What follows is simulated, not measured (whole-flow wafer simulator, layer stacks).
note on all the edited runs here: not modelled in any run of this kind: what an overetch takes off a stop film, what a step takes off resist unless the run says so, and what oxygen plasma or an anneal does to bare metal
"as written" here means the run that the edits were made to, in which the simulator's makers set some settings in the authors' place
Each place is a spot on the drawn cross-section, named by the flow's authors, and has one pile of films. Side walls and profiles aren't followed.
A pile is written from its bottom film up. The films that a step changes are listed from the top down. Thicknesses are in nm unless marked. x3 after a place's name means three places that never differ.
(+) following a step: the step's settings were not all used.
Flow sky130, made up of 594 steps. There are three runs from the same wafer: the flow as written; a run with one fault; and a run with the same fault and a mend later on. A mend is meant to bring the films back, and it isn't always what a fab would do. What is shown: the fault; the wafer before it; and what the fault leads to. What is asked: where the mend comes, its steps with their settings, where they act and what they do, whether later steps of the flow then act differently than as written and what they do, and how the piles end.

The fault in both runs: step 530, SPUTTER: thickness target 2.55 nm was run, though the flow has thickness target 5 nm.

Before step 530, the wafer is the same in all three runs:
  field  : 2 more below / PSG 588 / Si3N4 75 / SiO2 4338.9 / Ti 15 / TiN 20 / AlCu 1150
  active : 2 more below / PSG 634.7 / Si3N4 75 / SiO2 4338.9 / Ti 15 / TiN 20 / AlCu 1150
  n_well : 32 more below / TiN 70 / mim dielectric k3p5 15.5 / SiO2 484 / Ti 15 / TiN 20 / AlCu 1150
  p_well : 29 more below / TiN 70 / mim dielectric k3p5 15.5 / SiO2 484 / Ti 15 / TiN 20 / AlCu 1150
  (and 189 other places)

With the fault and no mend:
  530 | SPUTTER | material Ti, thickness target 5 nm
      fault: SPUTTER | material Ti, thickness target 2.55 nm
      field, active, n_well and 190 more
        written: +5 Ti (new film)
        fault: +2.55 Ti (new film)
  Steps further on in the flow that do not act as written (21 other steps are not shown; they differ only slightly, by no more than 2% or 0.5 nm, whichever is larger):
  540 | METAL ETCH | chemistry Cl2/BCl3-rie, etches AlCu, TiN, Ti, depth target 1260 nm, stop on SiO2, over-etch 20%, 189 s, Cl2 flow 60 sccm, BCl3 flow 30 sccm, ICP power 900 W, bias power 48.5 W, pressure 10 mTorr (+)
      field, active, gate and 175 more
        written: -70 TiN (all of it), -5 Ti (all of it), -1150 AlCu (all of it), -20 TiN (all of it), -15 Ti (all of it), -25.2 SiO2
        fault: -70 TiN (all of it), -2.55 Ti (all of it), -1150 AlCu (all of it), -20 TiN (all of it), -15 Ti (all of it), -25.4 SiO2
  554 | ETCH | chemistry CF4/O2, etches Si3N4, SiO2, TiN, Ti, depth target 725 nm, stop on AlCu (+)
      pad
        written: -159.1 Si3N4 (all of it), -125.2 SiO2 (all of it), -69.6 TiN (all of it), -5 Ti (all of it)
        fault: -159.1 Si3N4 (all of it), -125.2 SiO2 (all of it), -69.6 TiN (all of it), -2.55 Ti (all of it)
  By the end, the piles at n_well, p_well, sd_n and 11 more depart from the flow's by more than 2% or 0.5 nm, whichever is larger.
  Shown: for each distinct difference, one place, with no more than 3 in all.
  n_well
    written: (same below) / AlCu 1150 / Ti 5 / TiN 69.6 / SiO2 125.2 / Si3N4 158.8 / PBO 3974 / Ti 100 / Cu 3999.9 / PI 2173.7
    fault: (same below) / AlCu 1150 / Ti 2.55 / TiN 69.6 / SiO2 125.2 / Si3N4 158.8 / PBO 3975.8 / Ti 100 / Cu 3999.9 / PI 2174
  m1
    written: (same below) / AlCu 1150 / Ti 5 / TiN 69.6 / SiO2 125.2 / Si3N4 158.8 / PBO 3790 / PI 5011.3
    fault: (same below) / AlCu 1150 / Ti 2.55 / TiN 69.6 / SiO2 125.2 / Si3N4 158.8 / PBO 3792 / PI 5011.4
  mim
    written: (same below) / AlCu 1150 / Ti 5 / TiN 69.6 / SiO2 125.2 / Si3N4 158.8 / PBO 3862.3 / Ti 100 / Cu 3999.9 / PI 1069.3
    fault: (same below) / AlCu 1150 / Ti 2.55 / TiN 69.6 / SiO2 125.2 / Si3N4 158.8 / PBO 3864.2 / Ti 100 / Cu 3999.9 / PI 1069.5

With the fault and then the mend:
  The mend stands after step 530.
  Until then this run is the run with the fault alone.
  530a | SPUTTER | material Ti, thickness target 2.45 nm (the flow's step 530 again, with other settings)
      field, active, n_well and 190 more
        +2.45 Ti
  Later steps of the flow that are run all act as written at every place that is followed.
  By the end, the piles equal the flow's at every place that both follow.
